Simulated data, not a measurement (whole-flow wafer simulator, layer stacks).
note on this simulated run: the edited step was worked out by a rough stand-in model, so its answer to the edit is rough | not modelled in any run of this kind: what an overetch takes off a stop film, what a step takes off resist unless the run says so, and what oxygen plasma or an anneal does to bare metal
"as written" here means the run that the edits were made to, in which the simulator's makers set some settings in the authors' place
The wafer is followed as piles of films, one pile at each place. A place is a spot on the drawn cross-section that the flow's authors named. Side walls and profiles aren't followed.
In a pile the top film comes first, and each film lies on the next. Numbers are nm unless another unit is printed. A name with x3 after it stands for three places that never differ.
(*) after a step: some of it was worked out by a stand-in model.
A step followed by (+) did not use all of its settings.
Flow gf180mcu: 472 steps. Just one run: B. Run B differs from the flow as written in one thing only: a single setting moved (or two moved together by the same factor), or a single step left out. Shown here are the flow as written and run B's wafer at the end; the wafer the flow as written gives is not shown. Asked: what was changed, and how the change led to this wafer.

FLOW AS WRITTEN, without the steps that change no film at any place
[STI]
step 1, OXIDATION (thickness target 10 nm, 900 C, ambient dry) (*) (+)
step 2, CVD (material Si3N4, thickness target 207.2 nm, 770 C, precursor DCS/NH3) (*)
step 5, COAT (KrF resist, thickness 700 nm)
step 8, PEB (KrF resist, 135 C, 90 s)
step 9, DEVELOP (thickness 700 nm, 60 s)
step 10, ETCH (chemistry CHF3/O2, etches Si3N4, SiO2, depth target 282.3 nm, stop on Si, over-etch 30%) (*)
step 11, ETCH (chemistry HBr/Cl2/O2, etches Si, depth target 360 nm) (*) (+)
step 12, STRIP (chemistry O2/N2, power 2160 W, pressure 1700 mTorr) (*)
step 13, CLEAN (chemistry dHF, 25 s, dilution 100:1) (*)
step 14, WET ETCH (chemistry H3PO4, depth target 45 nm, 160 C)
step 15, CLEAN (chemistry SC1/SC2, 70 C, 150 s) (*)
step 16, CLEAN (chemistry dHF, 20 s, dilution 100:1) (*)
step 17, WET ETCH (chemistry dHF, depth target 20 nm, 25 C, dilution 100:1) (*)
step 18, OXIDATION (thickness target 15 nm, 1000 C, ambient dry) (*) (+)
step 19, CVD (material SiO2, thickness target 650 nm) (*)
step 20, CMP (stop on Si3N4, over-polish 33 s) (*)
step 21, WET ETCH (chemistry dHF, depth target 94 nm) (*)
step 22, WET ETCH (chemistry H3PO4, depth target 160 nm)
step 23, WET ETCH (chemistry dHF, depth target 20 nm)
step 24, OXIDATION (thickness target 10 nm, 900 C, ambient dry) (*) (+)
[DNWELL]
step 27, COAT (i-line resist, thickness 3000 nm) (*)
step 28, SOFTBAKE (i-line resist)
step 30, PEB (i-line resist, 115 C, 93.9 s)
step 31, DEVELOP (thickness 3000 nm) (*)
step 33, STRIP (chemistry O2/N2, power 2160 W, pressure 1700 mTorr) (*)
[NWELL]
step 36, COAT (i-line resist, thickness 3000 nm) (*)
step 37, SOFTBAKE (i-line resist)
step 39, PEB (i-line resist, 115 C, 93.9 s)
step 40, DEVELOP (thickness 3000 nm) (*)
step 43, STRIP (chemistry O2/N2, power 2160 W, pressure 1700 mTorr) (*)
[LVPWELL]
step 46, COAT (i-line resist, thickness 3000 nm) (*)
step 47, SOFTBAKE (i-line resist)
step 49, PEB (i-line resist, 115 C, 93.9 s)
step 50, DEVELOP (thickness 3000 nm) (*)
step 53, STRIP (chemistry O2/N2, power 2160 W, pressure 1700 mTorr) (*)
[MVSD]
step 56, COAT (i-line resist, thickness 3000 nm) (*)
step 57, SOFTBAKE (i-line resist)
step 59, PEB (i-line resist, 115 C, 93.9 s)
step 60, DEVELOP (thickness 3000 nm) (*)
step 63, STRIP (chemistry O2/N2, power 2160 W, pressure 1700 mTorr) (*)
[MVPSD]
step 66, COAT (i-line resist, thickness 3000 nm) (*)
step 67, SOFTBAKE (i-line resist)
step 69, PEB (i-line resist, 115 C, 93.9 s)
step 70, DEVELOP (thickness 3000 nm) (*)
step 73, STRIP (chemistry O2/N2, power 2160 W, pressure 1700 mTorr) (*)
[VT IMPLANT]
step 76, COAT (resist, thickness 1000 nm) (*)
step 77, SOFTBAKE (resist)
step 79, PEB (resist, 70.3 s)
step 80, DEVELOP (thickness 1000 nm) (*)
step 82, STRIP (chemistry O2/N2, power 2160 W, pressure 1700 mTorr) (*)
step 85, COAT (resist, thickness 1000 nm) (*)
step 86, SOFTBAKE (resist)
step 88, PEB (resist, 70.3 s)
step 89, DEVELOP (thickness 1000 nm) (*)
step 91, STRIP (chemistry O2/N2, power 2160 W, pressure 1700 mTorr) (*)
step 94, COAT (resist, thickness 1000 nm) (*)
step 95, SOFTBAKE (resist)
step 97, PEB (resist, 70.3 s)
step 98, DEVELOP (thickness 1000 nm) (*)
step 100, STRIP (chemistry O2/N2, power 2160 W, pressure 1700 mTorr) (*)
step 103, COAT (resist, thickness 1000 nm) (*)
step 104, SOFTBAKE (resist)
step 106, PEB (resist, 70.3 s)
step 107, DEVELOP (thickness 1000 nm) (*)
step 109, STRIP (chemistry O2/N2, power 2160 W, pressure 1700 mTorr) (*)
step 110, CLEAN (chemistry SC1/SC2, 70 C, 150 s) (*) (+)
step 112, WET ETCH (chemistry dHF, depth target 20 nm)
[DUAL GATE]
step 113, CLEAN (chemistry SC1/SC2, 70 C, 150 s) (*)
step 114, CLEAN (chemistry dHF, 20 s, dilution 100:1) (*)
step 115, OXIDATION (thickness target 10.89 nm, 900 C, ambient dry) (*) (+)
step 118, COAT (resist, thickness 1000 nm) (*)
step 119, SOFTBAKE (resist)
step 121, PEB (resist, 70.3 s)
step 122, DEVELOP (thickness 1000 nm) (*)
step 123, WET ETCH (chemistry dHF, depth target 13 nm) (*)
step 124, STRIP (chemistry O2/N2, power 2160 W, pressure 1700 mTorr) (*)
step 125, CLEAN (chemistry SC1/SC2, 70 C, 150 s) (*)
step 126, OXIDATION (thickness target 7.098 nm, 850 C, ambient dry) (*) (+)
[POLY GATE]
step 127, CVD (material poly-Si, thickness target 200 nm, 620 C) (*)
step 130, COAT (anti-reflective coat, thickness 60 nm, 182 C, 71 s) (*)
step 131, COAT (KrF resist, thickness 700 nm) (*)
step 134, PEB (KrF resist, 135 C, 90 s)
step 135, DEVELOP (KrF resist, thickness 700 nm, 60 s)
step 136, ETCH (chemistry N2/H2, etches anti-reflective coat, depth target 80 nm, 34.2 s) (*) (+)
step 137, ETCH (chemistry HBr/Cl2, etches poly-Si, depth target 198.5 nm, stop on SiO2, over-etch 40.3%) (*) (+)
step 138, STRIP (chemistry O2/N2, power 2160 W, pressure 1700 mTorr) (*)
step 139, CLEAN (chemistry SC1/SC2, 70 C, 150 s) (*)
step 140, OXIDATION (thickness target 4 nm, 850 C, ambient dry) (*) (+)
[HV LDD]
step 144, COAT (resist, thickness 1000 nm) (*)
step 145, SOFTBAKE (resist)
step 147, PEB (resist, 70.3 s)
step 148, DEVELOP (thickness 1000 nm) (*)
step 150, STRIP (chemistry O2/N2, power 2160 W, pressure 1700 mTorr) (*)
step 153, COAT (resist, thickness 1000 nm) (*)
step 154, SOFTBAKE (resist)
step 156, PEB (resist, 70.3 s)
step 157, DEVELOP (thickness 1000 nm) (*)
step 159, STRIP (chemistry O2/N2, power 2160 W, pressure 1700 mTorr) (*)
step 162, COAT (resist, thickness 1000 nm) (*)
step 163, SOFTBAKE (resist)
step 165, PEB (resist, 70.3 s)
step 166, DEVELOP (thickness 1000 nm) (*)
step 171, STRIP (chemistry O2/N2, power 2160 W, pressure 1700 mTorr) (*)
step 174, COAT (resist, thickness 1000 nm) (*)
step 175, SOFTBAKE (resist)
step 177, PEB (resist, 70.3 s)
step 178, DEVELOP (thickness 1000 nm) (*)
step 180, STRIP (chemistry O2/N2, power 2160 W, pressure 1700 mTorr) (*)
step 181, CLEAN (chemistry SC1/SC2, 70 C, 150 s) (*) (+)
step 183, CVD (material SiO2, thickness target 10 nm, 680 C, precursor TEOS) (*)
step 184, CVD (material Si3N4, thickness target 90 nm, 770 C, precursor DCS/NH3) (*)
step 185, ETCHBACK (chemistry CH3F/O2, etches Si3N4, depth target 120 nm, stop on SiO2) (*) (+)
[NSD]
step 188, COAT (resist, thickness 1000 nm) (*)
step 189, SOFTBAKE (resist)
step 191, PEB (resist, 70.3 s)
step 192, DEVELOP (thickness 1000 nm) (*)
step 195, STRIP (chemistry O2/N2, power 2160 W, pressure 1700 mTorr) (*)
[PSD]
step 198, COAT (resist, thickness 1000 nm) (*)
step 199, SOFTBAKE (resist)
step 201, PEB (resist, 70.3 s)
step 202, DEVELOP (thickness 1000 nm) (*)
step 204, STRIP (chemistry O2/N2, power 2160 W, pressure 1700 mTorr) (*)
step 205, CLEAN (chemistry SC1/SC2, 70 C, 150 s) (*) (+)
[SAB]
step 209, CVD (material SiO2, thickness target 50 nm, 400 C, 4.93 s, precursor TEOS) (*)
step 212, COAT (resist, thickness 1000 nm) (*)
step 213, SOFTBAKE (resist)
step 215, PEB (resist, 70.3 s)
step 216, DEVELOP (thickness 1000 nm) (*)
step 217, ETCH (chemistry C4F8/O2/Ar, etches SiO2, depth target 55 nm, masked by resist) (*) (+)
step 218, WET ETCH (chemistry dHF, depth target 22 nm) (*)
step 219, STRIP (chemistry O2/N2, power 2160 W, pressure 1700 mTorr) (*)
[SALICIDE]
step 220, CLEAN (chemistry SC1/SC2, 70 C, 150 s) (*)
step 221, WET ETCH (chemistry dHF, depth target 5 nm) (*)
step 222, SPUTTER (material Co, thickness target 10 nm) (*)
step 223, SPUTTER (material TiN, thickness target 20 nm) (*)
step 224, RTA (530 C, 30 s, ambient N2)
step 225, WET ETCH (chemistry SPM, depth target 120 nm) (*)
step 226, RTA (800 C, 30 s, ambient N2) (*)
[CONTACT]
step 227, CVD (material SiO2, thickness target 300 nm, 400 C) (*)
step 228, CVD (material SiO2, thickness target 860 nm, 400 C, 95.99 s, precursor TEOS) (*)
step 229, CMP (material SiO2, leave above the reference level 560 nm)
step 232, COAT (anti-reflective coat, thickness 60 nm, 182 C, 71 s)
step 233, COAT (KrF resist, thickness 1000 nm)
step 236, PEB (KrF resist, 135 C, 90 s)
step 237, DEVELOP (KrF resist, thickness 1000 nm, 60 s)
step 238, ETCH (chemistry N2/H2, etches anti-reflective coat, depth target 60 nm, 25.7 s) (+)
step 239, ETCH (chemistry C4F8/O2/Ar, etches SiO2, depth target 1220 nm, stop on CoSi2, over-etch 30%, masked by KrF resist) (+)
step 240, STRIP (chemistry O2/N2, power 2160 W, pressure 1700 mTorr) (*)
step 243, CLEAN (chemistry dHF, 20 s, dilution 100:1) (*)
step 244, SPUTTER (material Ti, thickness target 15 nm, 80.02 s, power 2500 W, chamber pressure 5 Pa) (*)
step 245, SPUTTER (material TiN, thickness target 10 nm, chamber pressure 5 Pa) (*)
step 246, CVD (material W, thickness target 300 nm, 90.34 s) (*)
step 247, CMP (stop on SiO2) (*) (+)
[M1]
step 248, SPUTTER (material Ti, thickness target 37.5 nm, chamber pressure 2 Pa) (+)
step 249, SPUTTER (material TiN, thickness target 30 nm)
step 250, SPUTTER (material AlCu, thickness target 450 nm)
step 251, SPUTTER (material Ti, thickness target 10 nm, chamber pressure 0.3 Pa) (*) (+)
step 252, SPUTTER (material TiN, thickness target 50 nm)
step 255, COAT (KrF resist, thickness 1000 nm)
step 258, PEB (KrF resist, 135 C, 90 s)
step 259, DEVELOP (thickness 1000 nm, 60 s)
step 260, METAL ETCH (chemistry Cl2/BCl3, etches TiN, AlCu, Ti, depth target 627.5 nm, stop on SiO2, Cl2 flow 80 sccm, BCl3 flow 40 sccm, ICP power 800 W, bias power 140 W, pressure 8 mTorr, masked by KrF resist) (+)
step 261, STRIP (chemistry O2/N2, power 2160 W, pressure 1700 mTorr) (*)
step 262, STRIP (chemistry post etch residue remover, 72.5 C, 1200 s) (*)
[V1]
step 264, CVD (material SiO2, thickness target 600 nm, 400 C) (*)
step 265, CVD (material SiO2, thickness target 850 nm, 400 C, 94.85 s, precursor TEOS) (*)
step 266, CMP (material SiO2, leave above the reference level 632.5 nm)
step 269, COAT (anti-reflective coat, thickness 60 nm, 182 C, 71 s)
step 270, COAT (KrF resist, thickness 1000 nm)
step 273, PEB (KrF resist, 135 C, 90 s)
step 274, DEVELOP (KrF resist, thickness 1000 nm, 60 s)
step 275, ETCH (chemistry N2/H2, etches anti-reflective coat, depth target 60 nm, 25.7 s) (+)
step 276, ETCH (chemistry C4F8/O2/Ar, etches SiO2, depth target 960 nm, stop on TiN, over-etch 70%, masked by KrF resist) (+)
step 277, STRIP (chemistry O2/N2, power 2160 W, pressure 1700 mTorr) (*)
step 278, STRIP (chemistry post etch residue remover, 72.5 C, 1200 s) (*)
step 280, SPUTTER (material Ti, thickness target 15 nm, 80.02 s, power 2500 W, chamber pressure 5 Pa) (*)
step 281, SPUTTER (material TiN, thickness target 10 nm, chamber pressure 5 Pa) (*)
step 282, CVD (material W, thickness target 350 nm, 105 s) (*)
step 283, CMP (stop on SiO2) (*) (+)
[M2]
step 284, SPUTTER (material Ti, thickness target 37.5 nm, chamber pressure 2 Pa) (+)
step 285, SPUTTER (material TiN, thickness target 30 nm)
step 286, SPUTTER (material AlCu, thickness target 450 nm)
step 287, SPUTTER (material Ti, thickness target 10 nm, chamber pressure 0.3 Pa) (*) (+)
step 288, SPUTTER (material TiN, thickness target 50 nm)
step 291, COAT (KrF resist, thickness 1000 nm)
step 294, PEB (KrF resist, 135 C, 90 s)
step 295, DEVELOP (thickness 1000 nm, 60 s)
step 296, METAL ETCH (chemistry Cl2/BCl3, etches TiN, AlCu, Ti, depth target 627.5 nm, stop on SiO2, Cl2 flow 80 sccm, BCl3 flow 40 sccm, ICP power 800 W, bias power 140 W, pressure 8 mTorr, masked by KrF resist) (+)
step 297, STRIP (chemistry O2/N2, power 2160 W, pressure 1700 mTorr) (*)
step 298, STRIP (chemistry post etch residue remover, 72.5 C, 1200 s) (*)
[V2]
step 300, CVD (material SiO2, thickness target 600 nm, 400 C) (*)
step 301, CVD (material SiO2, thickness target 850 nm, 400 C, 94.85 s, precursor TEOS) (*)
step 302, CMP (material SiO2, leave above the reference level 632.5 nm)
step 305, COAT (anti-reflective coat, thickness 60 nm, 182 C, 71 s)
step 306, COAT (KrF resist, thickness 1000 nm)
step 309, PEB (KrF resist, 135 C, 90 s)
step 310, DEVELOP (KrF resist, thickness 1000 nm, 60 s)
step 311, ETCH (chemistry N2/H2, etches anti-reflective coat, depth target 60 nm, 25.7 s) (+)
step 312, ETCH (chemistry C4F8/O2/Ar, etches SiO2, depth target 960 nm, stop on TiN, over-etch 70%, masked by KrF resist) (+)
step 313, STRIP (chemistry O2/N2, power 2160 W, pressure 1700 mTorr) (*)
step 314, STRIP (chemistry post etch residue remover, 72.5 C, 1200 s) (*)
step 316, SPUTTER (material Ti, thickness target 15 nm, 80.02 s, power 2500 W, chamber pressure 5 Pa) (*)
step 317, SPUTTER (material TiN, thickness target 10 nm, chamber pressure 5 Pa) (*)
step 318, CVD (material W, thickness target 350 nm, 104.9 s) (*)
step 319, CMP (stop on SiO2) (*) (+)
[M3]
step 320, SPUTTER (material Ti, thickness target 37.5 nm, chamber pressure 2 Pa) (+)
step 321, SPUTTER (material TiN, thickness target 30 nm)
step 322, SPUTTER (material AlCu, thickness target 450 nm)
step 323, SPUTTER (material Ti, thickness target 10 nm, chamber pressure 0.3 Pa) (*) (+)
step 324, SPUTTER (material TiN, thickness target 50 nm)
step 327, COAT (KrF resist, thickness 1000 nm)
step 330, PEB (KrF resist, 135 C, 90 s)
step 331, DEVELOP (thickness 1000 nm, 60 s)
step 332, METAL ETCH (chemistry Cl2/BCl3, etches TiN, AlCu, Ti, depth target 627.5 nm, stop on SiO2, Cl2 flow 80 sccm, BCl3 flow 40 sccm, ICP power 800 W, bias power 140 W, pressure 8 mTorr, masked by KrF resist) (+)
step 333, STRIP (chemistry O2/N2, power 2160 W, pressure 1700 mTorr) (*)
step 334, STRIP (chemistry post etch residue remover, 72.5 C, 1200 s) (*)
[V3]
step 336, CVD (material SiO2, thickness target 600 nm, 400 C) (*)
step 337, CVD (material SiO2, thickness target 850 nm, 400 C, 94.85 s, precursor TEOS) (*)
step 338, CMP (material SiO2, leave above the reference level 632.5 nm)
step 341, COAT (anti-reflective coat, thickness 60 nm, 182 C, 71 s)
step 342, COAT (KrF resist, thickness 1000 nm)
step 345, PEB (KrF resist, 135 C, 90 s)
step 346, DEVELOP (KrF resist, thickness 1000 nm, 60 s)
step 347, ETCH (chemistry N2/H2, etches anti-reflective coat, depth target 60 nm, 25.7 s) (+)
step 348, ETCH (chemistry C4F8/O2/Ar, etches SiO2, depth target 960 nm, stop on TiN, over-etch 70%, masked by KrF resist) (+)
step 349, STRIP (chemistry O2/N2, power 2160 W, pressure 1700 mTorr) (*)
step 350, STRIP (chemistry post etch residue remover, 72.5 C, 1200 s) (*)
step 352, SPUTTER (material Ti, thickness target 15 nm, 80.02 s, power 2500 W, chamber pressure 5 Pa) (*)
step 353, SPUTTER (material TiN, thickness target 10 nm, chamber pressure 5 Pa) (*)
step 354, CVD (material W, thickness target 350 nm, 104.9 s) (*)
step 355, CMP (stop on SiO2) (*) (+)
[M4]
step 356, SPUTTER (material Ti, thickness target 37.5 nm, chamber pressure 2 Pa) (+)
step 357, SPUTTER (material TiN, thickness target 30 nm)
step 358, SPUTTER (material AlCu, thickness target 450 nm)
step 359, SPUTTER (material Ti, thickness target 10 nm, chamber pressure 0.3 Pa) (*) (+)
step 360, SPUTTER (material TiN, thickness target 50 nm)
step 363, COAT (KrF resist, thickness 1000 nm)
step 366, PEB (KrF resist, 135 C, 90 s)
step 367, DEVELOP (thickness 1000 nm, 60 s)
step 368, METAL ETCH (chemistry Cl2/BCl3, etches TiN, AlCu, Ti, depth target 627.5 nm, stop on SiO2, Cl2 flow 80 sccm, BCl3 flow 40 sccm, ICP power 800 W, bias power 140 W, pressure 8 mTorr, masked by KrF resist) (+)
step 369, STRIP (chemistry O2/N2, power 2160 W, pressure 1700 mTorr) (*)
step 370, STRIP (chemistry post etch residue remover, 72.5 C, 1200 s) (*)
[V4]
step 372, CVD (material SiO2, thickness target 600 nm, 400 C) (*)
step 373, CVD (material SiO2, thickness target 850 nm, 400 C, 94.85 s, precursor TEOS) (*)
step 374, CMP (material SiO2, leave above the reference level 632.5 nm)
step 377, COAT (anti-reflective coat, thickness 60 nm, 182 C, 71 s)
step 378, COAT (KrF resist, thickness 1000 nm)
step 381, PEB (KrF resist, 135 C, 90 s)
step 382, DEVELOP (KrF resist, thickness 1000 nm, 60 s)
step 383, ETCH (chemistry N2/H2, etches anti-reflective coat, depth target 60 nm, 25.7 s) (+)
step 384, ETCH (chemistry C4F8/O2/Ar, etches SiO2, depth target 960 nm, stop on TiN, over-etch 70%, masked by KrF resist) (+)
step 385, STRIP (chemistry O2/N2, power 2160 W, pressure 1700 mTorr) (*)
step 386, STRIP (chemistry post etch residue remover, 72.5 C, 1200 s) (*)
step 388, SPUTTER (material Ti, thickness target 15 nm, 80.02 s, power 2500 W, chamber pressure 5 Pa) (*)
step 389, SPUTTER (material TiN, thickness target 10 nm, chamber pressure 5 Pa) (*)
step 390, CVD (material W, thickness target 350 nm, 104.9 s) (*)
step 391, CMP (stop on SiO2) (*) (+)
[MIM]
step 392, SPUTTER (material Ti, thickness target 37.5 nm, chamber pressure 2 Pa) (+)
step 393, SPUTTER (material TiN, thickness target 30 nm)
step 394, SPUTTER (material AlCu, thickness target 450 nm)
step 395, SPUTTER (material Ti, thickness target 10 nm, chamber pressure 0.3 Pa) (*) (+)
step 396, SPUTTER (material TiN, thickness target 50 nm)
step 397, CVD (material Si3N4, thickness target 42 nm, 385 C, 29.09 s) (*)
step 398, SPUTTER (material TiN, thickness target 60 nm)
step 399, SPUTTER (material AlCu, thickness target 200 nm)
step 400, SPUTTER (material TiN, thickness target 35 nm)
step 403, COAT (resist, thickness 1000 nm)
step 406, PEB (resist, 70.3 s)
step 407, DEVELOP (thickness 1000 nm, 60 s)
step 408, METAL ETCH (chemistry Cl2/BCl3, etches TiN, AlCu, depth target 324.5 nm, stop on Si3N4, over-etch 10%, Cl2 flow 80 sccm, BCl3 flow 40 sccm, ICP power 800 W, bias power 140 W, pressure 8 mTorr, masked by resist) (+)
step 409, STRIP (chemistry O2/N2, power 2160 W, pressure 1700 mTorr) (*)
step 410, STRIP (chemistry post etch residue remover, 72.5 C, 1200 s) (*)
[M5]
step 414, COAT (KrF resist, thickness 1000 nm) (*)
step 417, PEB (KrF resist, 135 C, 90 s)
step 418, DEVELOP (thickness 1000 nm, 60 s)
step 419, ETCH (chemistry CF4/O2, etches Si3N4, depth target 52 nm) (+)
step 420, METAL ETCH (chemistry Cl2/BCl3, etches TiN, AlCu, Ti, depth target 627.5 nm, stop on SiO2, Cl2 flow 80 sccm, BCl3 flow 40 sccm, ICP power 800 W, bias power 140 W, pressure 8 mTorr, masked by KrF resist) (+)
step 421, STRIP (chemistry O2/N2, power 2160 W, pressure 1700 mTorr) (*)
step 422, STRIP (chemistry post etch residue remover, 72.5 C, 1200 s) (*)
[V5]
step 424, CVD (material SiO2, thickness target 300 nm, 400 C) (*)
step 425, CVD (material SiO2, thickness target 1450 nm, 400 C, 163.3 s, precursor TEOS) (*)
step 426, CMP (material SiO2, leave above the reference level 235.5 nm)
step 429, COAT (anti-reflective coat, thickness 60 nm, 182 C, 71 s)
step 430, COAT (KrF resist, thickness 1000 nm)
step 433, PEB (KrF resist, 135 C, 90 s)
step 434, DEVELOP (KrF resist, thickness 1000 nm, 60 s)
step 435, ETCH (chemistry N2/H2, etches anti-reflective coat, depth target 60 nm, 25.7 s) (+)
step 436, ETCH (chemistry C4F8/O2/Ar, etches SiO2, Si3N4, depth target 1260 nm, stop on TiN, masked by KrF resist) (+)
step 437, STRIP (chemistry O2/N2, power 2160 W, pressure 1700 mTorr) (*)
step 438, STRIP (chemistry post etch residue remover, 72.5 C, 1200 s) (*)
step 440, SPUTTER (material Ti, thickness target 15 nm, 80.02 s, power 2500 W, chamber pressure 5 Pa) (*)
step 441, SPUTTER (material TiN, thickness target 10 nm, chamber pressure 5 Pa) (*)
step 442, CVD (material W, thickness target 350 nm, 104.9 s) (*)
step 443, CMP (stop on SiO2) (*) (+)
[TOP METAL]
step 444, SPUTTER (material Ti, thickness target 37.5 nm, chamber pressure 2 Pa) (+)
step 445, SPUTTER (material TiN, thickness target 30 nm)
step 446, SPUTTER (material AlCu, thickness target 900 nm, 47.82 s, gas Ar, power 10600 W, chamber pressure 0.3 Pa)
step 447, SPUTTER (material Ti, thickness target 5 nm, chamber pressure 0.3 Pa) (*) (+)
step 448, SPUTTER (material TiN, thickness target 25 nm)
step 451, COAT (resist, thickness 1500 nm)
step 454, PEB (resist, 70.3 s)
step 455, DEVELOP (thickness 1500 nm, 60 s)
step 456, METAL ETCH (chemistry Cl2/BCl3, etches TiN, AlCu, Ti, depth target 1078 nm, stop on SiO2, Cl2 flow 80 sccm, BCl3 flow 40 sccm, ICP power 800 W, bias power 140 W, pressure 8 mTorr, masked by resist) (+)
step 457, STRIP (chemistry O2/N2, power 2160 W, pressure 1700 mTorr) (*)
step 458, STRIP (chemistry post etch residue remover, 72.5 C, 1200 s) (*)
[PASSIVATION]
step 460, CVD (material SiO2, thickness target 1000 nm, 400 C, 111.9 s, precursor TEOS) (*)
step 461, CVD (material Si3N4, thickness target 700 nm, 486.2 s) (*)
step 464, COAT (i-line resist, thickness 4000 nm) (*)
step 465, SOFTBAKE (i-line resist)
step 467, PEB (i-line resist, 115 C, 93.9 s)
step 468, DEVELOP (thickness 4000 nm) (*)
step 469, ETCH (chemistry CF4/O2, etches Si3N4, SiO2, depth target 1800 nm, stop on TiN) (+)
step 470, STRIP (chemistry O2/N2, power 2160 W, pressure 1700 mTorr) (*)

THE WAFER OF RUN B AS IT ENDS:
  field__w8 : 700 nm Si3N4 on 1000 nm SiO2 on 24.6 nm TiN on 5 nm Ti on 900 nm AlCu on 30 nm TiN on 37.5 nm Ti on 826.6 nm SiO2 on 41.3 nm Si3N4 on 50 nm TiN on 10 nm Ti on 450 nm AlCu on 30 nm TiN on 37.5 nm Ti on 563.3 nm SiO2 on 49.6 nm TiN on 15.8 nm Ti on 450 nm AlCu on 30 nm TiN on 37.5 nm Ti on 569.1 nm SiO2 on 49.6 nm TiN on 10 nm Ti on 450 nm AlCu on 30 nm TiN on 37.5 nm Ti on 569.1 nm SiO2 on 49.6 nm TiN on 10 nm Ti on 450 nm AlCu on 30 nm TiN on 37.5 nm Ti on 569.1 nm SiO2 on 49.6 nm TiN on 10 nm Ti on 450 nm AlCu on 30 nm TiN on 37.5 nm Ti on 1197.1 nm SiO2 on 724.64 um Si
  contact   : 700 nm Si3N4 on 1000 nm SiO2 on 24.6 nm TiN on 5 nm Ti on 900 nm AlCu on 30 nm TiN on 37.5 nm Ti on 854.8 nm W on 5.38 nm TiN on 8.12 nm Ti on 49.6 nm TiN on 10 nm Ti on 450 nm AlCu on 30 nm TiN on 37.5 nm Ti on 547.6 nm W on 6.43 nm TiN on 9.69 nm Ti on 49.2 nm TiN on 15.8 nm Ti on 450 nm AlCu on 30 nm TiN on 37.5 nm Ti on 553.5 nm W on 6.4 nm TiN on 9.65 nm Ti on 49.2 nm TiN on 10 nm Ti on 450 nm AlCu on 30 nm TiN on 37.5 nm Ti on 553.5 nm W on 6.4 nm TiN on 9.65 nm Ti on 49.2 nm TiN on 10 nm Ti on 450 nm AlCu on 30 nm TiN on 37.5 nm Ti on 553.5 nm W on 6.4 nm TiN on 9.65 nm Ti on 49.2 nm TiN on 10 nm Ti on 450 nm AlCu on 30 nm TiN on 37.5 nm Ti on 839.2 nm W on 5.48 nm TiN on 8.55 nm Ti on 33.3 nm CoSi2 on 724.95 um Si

Cause: step 359, SPUTTER: thickness target 15.8 nm was run, whereas the flow has thickness target 10 nm.
One can read it off the wafer: field__w8 has Ti 15.8, and step 359 as written asks for 10 nm.

The path from the change to this, step by step:
  step 359, SPUTTER (material Ti, thickness target 10 nm, chamber pressure 0.3 Pa) (*) (+)
      field, field__w1, field__w2 and 108 more: Ti gains 15.8 (new film) (as written it would have been: Ti gains 10 (new film))
  step 368, METAL ETCH (chemistry Cl2/BCl3, etches TiN, AlCu, Ti, depth target 627.5 nm, stop on SiO2, Cl2 flow 80 sccm, BCl3 flow 40 sccm, ICP power 800 W, bias power 140 W, pressure 8 mTorr, masked by KrF resist) (+)
      field, field__w1, field__w2 and 103 more: TiN loses 50 (all of it), Ti loses 15.8 (all of it), AlCu loses 450 (all of it), TiN loses 30 (all of it), Ti loses 37.5 (all of it) (as written it would have been: TiN loses 50 (all of it), Ti loses 10 (all of it), AlCu loses 450 (all of it), TiN loses 30 (all of it), Ti loses 37.5 (all of it))
